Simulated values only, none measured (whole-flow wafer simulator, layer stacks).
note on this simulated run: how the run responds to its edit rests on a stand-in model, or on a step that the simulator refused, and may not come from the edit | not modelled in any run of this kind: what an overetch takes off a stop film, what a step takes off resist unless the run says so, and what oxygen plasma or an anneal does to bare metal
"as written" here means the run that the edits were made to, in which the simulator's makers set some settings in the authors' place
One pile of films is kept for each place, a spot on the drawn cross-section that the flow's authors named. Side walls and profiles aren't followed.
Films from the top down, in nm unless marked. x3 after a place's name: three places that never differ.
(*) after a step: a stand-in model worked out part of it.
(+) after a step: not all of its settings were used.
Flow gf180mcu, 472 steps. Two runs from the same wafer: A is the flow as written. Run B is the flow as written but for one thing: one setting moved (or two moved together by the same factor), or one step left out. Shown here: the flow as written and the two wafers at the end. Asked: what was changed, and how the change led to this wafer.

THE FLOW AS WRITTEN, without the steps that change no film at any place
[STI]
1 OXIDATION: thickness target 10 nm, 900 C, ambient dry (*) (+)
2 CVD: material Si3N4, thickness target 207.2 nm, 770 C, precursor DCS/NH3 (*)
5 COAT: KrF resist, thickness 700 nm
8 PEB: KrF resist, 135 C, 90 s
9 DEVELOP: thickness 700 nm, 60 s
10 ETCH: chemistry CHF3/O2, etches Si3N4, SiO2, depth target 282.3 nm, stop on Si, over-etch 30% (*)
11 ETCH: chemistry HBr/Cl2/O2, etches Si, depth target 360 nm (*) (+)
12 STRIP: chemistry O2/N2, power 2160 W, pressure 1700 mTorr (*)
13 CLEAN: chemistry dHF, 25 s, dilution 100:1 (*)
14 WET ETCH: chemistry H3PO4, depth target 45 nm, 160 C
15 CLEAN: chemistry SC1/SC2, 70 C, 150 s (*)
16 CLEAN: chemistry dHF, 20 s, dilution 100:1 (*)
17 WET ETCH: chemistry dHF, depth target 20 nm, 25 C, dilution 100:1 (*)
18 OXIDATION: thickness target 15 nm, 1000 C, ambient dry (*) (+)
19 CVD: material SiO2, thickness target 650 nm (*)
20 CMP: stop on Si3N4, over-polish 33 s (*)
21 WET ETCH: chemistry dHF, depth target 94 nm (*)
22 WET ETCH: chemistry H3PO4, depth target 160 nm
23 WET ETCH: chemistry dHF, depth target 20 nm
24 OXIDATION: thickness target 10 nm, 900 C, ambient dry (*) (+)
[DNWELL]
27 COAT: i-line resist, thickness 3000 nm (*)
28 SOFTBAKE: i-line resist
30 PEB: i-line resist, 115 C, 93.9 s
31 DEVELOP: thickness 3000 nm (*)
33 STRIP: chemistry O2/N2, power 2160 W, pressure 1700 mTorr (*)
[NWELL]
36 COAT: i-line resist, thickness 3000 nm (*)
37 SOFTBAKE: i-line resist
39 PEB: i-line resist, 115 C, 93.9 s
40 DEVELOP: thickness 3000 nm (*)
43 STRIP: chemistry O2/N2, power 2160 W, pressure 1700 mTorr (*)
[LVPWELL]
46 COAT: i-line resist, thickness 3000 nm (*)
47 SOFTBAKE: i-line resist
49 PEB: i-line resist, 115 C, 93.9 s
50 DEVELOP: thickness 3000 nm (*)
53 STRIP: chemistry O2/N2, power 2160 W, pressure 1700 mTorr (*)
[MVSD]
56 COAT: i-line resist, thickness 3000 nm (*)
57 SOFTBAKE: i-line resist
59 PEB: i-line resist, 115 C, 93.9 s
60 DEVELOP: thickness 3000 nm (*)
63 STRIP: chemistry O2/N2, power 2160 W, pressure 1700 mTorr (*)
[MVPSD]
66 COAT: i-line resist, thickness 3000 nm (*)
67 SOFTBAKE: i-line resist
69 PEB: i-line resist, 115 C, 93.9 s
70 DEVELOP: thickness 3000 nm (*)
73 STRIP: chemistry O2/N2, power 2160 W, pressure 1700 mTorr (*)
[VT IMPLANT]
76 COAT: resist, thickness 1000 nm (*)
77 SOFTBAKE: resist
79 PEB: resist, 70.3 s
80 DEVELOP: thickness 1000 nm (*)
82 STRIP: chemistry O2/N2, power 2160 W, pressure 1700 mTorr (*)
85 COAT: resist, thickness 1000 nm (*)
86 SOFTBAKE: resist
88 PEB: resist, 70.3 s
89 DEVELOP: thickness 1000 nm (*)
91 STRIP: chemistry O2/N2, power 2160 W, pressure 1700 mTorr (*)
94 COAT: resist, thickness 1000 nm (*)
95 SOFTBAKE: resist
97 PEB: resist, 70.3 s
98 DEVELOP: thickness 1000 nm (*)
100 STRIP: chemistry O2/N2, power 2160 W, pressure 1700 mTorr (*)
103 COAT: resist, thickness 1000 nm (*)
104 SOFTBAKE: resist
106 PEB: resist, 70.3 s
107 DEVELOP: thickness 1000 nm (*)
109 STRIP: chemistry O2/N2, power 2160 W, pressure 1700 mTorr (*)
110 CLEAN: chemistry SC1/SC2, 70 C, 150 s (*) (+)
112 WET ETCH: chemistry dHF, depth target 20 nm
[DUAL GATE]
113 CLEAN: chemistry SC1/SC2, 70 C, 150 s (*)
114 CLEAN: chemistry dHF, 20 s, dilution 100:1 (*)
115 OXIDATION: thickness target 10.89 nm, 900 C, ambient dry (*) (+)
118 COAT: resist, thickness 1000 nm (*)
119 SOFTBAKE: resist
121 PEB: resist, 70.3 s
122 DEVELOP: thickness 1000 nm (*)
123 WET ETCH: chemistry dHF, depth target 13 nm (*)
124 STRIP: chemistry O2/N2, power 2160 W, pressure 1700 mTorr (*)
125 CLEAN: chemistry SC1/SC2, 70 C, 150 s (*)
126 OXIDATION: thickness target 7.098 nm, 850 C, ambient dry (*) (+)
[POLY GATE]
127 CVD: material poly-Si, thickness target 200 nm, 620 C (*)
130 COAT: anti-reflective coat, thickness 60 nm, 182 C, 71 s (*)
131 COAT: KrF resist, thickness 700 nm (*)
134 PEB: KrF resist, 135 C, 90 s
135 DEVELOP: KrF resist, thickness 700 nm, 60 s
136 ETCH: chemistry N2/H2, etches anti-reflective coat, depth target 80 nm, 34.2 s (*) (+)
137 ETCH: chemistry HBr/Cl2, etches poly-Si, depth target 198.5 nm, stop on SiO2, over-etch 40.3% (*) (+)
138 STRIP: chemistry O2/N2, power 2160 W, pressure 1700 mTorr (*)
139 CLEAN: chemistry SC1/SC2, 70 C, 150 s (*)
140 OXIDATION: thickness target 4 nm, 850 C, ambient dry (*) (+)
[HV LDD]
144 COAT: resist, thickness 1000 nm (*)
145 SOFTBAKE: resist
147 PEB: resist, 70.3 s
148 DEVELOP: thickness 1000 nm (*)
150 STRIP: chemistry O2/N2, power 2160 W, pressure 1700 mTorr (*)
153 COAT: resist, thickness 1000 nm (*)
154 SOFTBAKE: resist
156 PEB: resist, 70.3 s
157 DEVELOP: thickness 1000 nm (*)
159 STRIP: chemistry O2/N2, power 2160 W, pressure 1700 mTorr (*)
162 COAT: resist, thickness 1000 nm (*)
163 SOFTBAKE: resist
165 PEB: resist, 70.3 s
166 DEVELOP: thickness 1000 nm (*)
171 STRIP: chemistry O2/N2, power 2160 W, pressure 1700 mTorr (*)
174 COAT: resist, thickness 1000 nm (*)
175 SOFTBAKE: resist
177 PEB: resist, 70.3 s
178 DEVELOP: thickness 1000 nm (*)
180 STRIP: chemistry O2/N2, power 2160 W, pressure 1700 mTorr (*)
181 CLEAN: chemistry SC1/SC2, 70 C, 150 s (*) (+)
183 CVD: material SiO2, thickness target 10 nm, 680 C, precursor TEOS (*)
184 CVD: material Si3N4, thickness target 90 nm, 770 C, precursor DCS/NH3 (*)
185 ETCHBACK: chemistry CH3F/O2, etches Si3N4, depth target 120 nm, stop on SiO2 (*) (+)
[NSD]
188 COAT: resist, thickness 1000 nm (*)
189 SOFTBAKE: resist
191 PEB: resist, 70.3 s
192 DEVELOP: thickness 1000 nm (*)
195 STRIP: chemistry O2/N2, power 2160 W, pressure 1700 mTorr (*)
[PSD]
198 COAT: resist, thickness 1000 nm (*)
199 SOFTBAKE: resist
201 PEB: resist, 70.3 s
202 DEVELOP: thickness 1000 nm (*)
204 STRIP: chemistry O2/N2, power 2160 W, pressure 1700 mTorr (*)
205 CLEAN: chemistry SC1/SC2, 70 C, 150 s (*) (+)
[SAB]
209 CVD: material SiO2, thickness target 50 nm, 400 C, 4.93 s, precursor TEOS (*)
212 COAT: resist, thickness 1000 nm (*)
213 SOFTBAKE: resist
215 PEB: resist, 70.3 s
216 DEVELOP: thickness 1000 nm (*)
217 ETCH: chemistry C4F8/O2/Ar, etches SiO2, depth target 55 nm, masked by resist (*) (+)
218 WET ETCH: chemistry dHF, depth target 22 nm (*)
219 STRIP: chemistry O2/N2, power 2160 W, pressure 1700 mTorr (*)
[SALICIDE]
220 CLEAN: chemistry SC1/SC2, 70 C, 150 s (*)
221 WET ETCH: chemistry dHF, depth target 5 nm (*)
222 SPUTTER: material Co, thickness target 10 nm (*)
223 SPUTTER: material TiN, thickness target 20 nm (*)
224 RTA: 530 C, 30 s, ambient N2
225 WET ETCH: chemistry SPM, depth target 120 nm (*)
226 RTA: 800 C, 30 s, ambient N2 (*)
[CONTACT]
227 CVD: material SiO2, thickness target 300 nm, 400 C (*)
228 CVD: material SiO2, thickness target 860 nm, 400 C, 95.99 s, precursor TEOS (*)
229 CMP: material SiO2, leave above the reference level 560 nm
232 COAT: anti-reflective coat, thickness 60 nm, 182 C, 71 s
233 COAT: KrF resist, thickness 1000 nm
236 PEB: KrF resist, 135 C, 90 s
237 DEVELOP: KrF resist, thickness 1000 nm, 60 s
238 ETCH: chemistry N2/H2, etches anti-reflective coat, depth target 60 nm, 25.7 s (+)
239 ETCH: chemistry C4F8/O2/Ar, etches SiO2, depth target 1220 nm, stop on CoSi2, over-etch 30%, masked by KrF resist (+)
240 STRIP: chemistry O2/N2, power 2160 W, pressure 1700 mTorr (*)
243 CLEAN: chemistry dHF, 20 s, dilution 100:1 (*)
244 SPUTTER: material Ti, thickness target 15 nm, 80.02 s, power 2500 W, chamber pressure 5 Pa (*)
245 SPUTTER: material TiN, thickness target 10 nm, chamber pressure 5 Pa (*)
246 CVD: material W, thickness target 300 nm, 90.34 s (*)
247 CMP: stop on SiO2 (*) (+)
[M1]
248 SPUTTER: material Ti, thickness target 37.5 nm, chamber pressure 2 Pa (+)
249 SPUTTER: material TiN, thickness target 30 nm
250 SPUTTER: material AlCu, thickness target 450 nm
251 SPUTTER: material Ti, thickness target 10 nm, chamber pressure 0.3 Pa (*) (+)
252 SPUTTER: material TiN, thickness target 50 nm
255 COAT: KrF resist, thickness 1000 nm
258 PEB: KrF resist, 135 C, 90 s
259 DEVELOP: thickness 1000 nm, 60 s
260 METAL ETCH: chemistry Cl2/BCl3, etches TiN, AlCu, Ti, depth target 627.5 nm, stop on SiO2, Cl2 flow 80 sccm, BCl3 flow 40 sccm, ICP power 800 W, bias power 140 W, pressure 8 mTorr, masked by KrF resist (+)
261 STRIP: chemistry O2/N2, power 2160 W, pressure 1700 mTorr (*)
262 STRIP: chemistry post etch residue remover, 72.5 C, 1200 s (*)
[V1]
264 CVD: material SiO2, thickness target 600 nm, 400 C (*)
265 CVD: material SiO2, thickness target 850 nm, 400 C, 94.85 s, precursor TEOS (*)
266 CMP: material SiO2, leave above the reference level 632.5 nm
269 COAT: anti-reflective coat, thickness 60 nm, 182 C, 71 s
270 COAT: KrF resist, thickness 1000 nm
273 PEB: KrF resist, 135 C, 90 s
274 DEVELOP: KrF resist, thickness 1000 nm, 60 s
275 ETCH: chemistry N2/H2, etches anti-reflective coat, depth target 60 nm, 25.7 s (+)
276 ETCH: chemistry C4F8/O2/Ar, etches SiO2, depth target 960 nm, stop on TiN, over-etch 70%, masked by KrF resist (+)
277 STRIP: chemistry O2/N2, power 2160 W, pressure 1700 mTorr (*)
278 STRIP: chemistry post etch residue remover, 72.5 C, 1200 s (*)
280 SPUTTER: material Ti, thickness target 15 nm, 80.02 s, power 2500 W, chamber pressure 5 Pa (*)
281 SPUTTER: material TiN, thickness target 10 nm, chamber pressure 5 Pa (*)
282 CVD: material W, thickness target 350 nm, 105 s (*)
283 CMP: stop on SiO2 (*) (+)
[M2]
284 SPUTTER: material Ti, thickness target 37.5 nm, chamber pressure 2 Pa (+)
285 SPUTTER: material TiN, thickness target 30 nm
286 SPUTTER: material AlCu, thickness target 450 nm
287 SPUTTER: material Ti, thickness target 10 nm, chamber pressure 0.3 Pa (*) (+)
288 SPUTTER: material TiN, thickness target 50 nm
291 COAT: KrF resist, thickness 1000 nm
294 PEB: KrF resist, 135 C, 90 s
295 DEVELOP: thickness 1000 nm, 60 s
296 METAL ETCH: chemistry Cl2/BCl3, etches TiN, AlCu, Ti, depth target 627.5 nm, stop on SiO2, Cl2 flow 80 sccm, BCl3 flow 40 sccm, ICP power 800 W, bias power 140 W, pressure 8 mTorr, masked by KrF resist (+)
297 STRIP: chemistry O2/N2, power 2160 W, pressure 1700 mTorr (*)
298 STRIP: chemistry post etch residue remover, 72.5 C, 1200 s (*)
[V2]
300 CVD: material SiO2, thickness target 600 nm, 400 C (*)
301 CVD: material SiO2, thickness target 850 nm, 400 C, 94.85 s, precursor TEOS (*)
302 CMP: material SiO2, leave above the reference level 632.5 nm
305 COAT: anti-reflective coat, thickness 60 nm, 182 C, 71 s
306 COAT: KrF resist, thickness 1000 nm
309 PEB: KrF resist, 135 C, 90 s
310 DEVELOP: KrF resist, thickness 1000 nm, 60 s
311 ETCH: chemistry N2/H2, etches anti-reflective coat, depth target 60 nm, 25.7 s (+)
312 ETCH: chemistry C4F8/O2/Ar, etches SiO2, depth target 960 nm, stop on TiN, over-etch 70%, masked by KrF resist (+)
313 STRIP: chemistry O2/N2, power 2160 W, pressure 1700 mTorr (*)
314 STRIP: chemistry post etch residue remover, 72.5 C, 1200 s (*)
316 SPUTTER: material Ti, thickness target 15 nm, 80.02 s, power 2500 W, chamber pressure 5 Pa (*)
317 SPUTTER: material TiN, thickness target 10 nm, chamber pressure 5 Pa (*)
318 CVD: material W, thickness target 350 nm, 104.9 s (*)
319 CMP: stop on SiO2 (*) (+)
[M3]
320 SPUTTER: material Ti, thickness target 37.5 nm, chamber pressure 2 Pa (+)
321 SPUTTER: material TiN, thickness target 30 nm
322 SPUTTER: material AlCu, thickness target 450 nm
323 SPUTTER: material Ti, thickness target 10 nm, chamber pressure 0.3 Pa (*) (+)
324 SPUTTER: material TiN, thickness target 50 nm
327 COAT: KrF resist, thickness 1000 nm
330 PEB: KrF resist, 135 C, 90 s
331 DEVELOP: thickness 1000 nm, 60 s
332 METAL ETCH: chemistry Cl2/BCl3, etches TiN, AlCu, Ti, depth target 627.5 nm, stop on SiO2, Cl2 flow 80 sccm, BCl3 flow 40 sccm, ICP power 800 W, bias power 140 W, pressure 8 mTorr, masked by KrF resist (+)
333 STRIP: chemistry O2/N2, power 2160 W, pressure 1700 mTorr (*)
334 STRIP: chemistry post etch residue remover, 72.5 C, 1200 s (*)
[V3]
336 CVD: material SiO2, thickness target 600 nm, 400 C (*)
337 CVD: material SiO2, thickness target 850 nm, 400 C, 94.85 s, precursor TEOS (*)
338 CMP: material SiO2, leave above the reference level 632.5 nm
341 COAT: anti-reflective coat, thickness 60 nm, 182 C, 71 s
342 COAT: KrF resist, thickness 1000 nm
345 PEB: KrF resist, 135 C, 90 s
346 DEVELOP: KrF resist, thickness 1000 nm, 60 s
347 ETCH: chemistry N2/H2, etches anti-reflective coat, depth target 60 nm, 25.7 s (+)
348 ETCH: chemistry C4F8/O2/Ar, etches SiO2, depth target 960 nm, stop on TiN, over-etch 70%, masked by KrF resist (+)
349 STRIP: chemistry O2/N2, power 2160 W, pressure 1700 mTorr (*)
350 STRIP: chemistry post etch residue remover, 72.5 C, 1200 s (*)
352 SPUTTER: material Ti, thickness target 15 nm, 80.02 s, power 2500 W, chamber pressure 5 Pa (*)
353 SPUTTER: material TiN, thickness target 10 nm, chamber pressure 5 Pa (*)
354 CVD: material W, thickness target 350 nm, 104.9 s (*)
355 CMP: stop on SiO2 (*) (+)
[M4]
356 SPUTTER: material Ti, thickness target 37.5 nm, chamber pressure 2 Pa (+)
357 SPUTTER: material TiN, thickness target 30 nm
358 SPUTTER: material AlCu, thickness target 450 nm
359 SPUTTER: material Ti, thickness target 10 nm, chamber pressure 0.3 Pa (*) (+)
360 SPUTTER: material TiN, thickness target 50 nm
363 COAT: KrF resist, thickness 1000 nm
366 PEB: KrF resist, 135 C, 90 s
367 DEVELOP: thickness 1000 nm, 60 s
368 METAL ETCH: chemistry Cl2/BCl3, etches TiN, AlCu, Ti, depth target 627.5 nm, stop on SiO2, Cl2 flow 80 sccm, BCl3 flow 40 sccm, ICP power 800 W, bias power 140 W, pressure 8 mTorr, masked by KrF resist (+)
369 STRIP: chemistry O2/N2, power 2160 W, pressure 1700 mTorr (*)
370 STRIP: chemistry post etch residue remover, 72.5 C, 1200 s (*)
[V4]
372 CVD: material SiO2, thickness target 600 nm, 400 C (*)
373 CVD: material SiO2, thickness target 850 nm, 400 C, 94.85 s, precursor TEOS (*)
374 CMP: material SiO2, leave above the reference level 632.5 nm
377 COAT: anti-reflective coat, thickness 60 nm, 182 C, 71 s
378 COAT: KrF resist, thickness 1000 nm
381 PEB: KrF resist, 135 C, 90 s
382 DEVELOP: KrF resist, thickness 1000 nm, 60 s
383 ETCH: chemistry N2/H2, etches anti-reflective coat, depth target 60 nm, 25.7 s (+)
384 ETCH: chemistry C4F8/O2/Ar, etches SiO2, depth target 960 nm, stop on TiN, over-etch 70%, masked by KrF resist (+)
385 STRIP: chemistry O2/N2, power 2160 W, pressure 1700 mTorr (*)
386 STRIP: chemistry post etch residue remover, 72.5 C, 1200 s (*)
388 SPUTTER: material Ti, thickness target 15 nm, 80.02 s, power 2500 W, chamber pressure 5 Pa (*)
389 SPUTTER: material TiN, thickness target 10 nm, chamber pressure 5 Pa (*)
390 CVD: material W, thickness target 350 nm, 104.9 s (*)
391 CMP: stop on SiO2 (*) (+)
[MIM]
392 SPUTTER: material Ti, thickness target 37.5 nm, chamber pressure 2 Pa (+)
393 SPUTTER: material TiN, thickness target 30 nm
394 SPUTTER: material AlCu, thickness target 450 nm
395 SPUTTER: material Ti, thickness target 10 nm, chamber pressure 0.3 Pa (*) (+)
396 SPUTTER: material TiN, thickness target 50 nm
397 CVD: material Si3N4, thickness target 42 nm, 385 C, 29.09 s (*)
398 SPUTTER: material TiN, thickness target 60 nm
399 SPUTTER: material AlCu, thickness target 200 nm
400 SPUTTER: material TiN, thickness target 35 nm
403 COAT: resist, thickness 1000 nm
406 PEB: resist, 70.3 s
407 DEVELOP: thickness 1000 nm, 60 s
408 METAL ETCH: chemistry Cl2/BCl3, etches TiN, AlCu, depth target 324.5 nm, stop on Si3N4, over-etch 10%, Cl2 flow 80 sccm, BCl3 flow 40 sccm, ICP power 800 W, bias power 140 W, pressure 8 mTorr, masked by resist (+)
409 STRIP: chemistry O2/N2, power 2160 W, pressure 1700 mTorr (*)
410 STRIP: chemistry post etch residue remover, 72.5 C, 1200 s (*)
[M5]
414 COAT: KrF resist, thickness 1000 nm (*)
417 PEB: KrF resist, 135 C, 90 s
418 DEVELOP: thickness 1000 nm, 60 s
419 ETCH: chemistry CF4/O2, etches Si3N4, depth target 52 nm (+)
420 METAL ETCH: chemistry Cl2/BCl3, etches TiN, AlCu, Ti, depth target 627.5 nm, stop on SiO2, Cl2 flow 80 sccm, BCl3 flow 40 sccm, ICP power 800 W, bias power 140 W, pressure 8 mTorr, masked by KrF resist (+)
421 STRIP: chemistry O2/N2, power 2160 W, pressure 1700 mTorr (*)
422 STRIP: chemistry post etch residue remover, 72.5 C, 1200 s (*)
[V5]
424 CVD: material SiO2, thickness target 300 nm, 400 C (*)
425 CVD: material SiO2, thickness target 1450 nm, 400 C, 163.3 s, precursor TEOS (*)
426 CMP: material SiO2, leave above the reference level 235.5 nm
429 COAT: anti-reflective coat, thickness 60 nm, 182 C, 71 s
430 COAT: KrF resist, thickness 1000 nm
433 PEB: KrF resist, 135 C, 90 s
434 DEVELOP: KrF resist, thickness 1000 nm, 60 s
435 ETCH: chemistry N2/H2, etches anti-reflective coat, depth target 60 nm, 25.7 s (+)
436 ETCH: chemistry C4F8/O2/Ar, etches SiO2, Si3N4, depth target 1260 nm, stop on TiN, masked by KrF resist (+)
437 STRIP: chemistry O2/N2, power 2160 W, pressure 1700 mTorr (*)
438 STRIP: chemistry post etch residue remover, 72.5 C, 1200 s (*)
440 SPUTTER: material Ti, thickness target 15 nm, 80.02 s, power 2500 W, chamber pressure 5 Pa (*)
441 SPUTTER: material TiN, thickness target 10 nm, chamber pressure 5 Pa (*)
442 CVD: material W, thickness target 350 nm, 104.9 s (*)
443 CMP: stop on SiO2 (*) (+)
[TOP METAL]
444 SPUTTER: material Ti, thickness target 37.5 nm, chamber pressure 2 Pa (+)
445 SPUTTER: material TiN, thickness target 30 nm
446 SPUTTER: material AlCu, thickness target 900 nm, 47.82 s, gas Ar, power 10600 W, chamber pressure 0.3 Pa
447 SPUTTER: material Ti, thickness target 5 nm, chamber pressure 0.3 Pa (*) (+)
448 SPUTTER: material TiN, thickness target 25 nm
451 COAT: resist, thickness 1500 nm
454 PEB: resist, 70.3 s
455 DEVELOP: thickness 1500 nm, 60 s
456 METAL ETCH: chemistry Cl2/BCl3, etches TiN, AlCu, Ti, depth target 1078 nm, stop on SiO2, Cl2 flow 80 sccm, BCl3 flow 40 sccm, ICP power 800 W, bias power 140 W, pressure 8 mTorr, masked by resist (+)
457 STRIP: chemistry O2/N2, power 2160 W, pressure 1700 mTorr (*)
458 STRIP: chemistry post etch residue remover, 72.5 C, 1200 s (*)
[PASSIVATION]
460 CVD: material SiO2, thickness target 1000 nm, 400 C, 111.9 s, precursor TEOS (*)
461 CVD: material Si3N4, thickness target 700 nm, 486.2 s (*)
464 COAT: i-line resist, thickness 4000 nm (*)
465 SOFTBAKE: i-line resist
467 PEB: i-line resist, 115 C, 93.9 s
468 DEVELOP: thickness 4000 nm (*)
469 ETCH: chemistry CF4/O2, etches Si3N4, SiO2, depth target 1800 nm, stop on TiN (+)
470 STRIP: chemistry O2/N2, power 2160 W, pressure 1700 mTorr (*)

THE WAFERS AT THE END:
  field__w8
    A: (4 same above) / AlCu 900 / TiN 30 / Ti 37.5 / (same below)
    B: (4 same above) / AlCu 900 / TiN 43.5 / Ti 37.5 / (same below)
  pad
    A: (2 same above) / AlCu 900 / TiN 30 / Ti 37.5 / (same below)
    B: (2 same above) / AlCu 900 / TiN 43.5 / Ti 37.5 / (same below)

The cause: step 445, SPUTTER: thickness target 43.5 nm was run, where the flow has thickness target 30 nm.
It can be read off the wafer: field__w8 has TiN 43.5, and step 445 as written asks for 30 nm.

How the change led to this, step by step:
  445 SPUTTER: material TiN, thickness target 30 nm
      field, field__w1, field__w2 and 109 more: A TiN +30 (new film) | B TiN +43.5 (new film)
  456 METAL ETCH: chemistry Cl2/BCl3, etches TiN, AlCu, Ti, depth target 1078 nm, stop on SiO2, Cl2 flow 80 sccm, BCl3 flow 40 sccm, ICP power 800 W, bias power 140 W, pressure 8 mTorr, masked by resist (+)
      field, field__w1, field__w2 and 103 more: A TiN -25 (all of it), Ti -5 (all of it), AlCu -900 (all of it), TiN -30 (all of it), Ti -37.5 (all of it) | B TiN -25 (all of it), Ti -5 (all of it), AlCu -900 (all of it), TiN -43.5 (all of it), Ti -37.5 (all of it)
  465 SOFTBAKE: i-line resist
      gate: A i-line resist +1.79 | B i-line resist -0.24
      ld_acc_p, ld_fp_p, ld_drift_p: A i-line resist +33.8 | B i-line resist +27.5
      (and at 57 more places)
